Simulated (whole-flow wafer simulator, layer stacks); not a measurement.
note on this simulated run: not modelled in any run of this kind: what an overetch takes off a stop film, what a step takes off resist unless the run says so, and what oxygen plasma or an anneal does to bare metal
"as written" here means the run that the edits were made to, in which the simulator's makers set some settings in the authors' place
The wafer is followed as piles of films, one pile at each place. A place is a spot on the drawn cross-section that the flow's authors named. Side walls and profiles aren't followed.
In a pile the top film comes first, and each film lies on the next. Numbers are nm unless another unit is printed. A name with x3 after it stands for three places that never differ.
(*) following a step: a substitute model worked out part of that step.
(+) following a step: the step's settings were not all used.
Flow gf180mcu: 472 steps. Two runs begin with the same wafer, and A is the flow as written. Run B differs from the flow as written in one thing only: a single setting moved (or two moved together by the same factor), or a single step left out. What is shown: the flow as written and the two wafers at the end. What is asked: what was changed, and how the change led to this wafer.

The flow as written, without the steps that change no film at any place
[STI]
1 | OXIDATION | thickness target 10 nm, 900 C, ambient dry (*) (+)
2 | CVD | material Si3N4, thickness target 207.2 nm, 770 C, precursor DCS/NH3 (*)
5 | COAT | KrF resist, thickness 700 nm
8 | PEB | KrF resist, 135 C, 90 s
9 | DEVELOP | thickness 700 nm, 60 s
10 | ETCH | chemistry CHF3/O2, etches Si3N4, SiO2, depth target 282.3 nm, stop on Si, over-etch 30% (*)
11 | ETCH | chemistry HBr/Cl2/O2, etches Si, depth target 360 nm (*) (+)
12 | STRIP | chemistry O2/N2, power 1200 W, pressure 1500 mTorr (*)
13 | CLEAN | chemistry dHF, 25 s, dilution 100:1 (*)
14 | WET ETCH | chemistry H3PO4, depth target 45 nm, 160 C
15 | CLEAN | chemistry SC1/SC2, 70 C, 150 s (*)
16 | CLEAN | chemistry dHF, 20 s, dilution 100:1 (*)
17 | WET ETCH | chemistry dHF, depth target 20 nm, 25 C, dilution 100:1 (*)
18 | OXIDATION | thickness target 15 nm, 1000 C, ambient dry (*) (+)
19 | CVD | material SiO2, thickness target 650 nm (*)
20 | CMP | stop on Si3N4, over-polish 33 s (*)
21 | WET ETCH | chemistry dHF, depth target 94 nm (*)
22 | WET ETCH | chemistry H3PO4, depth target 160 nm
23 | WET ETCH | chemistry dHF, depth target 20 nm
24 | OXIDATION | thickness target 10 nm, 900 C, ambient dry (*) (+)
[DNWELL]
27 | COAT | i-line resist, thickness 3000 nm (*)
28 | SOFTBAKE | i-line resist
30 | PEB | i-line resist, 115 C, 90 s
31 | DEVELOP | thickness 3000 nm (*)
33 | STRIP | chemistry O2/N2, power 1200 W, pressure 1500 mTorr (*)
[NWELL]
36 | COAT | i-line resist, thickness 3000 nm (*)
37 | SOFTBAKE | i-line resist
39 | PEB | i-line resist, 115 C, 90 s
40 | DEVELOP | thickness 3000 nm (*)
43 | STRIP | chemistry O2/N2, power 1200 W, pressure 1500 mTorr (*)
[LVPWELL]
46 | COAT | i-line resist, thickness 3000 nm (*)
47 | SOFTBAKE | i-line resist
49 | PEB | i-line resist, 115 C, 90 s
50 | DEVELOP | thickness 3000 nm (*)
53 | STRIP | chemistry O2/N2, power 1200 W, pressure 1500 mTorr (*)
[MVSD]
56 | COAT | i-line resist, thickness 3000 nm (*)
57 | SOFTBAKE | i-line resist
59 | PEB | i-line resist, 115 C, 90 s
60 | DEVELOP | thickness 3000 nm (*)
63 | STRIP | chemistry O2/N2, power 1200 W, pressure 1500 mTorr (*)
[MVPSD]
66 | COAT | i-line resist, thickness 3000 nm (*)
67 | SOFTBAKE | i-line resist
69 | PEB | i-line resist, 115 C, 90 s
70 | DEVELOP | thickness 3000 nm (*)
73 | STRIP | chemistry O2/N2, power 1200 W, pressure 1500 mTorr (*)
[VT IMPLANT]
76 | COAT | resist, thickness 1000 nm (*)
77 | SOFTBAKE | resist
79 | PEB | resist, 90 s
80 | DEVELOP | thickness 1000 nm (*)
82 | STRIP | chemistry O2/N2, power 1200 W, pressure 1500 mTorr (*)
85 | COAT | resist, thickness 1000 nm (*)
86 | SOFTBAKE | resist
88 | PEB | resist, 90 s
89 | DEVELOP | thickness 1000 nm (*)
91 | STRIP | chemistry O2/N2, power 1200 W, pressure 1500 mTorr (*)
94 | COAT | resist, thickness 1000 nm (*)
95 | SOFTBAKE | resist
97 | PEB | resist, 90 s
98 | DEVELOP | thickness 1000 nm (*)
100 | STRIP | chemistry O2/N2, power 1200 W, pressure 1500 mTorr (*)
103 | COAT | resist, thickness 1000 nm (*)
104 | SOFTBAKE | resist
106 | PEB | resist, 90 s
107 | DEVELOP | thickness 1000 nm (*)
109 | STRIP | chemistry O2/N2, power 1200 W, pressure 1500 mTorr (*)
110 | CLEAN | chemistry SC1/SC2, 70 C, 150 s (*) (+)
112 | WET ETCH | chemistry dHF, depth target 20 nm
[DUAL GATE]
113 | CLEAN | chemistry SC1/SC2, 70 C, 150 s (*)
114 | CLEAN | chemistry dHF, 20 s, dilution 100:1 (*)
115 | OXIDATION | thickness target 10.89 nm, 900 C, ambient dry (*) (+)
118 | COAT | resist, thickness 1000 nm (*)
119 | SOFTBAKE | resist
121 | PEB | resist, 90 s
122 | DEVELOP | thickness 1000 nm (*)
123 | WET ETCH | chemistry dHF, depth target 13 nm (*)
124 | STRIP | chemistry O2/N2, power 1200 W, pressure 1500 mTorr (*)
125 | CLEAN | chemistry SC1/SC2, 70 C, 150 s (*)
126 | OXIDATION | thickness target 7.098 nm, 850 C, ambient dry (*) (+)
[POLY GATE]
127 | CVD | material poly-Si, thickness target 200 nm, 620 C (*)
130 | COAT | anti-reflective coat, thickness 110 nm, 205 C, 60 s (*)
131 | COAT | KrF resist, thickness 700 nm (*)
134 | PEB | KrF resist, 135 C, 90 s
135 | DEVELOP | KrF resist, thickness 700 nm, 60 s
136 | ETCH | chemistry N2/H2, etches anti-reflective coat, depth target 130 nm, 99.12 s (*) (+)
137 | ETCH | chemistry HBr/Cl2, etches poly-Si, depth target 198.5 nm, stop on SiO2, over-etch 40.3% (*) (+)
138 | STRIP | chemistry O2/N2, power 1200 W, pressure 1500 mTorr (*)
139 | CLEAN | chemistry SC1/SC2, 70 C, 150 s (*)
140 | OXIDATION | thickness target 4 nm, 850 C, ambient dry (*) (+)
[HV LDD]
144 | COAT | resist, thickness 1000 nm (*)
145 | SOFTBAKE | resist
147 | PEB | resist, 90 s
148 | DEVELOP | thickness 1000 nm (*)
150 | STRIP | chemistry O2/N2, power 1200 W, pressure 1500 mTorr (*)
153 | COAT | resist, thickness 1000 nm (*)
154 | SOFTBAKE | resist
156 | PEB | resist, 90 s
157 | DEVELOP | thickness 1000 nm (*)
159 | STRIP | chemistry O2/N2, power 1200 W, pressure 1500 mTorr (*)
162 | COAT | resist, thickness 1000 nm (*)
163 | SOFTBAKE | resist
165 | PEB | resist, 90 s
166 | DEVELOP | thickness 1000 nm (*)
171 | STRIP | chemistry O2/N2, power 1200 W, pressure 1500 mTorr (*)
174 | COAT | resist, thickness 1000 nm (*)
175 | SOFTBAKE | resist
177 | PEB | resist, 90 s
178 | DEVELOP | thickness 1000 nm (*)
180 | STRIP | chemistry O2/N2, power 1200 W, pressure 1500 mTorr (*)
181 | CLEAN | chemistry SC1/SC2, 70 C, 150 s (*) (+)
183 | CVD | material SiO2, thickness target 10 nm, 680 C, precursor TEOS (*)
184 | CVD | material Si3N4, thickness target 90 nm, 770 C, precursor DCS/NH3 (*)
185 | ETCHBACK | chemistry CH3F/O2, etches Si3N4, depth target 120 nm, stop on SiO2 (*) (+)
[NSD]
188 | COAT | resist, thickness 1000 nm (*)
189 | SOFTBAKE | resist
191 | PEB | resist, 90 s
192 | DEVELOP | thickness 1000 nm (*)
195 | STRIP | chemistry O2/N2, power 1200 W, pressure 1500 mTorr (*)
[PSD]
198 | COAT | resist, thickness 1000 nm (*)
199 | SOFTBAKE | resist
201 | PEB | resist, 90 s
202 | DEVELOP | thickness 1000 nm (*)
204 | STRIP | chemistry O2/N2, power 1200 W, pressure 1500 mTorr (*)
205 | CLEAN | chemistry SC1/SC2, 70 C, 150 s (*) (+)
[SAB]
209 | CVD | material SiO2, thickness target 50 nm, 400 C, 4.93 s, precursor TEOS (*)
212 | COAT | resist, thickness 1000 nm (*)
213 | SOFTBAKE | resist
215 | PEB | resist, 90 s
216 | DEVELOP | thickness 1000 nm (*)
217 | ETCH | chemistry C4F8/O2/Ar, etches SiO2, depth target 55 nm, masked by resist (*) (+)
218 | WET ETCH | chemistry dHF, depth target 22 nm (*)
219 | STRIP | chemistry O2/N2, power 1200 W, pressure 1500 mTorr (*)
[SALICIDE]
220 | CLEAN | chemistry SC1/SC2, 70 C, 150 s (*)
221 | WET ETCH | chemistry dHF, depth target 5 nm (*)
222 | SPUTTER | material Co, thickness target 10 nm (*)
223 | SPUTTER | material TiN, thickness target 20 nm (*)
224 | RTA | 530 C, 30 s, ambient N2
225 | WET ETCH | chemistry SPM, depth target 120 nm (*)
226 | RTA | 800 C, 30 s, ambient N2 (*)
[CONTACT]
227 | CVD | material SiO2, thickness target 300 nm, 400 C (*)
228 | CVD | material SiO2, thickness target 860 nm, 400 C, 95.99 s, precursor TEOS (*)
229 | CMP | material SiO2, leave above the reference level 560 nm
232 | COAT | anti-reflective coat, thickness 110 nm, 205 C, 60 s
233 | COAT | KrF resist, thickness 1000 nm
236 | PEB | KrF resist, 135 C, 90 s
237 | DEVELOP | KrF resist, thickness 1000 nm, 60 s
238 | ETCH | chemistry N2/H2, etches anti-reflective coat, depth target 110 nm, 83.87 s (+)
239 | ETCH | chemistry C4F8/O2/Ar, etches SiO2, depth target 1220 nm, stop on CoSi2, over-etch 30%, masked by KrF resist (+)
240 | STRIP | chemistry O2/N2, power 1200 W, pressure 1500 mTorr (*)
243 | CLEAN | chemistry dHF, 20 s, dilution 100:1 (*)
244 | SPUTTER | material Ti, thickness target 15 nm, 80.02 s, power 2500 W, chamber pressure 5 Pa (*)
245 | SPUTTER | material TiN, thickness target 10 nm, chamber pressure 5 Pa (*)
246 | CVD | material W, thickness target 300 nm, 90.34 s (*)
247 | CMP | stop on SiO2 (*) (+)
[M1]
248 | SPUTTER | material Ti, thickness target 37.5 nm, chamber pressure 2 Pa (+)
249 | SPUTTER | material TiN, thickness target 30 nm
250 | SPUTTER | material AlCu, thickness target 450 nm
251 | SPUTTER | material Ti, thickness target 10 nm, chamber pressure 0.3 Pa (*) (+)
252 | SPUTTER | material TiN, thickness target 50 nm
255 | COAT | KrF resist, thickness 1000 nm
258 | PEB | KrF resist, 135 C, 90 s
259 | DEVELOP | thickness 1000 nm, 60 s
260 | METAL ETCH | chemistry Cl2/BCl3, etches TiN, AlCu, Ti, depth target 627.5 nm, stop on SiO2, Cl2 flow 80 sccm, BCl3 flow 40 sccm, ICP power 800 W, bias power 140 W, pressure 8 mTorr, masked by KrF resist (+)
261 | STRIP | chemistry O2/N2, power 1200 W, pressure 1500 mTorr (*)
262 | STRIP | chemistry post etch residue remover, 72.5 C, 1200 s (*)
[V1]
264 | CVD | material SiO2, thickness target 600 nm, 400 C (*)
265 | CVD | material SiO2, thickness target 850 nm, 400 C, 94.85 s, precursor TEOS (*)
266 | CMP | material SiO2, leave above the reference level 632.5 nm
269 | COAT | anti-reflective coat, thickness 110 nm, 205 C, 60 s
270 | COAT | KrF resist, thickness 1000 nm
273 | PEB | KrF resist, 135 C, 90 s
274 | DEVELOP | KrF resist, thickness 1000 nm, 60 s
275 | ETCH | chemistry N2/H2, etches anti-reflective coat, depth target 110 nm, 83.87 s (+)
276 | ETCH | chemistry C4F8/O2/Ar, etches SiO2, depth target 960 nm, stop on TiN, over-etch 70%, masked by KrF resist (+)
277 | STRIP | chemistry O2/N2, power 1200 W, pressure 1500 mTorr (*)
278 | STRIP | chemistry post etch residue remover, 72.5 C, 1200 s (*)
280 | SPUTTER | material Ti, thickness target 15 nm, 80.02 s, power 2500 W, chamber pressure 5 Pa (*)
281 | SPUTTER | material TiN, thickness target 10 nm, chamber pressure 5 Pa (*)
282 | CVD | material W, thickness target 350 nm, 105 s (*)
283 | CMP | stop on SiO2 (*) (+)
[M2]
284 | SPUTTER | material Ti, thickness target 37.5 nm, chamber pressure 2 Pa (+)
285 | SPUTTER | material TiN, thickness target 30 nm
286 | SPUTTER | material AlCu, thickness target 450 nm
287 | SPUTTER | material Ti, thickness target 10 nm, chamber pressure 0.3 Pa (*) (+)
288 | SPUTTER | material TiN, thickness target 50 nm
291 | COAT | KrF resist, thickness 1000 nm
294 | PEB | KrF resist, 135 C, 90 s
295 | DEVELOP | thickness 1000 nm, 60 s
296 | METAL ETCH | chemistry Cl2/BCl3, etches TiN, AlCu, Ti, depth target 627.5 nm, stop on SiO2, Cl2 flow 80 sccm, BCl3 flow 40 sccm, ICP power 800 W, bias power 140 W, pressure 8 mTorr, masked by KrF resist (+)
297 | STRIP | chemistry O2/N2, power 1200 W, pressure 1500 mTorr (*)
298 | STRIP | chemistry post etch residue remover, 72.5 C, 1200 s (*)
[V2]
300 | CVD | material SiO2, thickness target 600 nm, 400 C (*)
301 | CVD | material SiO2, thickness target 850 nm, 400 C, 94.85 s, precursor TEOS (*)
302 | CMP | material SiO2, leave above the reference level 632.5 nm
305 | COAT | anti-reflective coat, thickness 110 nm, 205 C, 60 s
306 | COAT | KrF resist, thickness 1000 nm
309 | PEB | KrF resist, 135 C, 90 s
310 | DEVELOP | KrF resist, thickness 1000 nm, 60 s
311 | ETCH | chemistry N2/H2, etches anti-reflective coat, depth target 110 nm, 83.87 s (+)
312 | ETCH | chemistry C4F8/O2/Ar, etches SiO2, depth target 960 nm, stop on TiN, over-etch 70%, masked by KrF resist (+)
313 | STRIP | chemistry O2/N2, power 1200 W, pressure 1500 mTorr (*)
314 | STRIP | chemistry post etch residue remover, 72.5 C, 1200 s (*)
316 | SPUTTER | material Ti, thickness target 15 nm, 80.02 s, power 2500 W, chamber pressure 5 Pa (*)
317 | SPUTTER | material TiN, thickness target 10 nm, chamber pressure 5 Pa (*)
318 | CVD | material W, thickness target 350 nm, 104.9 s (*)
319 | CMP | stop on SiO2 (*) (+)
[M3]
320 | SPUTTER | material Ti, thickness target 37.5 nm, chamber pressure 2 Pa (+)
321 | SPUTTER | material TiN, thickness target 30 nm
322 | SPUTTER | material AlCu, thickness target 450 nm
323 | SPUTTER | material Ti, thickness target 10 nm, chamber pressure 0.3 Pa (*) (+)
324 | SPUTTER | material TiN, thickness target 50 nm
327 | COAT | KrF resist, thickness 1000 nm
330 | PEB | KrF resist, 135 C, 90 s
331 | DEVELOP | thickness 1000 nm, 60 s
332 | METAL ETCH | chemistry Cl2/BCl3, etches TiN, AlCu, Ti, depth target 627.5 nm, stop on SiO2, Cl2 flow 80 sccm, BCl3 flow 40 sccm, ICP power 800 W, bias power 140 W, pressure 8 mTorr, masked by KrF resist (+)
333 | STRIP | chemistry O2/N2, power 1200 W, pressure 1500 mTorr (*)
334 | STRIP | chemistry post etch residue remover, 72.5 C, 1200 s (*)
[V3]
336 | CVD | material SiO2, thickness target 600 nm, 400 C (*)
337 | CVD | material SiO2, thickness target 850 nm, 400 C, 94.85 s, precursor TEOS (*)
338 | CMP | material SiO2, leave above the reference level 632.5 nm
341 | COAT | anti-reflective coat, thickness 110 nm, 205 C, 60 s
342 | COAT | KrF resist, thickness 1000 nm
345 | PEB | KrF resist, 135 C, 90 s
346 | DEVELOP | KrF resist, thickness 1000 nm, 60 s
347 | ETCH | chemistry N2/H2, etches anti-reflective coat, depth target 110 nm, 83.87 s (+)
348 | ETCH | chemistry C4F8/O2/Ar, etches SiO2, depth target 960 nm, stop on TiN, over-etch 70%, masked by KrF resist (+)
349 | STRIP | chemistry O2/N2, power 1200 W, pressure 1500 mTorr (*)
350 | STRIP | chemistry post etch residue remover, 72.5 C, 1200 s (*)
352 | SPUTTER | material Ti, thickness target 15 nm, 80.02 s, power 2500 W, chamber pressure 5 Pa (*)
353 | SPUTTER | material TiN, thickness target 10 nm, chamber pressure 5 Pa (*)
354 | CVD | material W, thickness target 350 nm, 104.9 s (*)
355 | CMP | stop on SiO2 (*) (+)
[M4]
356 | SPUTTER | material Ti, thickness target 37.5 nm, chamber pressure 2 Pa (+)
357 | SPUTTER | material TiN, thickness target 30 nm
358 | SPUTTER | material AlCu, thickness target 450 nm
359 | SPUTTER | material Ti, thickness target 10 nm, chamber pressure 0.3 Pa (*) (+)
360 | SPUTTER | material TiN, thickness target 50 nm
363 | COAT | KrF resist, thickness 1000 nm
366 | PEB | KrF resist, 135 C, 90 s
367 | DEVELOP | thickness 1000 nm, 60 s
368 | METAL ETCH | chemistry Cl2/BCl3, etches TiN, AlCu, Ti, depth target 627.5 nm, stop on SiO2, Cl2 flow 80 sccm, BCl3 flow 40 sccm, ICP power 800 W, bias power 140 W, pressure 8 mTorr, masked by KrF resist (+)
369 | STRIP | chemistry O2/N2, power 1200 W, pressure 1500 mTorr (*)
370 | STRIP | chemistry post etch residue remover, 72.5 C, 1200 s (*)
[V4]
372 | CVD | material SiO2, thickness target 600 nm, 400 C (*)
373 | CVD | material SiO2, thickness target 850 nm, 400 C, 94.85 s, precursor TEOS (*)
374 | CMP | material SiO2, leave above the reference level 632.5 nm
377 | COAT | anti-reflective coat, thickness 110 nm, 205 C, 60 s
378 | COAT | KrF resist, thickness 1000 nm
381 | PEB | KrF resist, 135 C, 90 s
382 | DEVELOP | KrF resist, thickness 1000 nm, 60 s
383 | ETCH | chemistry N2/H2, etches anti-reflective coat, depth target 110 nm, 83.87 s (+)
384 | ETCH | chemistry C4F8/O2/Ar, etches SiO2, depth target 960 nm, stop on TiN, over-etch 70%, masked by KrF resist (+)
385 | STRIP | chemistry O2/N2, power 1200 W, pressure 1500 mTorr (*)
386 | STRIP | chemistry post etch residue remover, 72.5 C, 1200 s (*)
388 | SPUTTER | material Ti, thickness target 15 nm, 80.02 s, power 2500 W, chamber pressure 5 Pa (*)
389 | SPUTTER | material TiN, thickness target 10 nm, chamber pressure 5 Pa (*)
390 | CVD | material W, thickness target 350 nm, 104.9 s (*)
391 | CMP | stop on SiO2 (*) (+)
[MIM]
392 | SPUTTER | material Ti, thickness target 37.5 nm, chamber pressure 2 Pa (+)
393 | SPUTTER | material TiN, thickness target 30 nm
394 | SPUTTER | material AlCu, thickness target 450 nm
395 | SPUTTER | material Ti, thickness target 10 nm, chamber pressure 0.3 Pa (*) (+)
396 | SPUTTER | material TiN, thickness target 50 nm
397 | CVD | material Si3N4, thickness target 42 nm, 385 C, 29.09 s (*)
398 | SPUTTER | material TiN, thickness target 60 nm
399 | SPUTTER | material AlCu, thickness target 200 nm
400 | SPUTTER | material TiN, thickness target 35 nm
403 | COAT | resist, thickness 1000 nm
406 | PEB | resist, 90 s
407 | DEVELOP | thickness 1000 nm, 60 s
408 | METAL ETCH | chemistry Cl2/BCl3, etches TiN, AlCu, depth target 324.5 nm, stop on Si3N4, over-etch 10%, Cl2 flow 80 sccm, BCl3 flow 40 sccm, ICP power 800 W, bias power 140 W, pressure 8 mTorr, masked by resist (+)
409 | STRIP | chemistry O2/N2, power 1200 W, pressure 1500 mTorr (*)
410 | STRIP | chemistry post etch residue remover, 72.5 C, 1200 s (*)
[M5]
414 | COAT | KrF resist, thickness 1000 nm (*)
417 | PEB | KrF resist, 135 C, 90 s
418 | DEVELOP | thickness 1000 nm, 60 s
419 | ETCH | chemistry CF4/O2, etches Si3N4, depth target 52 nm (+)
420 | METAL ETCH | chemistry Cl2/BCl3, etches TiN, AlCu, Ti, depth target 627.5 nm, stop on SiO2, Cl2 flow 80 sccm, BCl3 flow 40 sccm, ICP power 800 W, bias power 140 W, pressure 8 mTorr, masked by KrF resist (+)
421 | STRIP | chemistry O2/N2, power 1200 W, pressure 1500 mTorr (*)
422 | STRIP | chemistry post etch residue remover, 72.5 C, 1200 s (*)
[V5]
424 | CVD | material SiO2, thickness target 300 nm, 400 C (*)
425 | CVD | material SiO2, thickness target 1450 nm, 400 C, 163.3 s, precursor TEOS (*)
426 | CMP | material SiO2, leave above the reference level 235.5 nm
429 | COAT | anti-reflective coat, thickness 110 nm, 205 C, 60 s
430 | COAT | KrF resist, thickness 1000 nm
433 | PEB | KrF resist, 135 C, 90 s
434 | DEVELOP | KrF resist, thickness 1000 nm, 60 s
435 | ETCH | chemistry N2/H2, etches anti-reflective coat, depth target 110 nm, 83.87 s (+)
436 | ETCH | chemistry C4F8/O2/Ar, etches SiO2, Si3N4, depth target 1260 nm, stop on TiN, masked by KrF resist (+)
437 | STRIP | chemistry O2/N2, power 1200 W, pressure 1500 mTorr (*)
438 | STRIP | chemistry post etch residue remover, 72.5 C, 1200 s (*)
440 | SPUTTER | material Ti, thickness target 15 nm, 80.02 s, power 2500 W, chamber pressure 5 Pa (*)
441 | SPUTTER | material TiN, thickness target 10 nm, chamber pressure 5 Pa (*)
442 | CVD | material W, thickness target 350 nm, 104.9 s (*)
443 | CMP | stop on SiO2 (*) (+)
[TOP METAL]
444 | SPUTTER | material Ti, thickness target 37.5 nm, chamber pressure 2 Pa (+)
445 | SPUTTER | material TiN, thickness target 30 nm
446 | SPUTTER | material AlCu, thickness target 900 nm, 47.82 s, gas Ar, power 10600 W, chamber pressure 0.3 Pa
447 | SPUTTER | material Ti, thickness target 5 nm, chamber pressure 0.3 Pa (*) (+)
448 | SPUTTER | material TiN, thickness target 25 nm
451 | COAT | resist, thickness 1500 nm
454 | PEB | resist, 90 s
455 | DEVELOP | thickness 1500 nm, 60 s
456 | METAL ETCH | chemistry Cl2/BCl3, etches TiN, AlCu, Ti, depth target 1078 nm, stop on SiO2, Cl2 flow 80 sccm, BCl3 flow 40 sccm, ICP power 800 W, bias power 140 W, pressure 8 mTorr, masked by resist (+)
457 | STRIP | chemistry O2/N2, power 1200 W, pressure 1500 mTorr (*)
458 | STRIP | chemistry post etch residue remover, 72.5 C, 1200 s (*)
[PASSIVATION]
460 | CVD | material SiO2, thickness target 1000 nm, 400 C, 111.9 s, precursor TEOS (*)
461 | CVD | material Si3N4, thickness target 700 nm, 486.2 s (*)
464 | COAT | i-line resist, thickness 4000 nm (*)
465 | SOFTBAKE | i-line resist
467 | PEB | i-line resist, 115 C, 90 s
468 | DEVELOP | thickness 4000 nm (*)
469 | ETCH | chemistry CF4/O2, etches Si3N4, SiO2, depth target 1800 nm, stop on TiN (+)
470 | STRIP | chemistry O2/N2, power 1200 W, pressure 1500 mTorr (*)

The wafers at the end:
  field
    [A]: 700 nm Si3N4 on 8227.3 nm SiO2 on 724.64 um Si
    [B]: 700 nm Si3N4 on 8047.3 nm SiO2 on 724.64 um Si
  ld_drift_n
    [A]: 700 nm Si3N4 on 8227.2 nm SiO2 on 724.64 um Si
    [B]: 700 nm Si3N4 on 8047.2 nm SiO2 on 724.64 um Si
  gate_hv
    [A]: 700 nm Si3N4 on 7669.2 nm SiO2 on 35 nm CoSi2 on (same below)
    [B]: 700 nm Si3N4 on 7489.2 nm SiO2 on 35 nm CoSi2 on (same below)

What caused this: step 394, SPUTTER: thickness target 270 nm was run, though the flow has thickness target 450 nm.

Step by step, how the change led to this:
  394 | SPUTTER | material AlCu, thickness target 450 nm
      field, field__w1, field__w2 and 108 more: A +450 AlCu (new film) | B +270 AlCu (new film)
  420 | METAL ETCH | chemistry Cl2/BCl3, etches TiN, AlCu, Ti, depth target 627.5 nm, stop on SiO2, Cl2 flow 80 sccm, BCl3 flow 40 sccm, ICP power 800 W, bias power 140 W, pressure 8 mTorr, masked by KrF resist (+)
      field, field__w1, field__w2 and 101 more: A -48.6 TiN (all of it), -10 Ti (all of it), -450 AlCu (all of it), -30 TiN (all of it), -37.5 Ti (all of it) | B -48.6 TiN (all of it), -10 Ti (all of it), -270 AlCu (all of it), -30 TiN (all of it), -37.5 Ti (all of it)
      field__w4, field__w8, contact, m1, m1__w1, mim, mim_1p0, m1_nw: A -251 KrF resist | B -237.6 KrF resist
  421 | STRIP | chemistry O2/N2, power 1200 W, pressure 1500 mTorr (*)
      mim: A -458.9 KrF resist (all of it) | B -472.3 KrF resist (all of it)
  426 | CMP | material SiO2, leave above the reference level 235.5 nm
      field, field__w1, field__w5 and 92 more: A -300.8 SiO2 | B -480.8 SiO2
      field__w2, field__w3, field__w12 and 6 more: A -272.7 SiO2 | B -460.9 SiO2
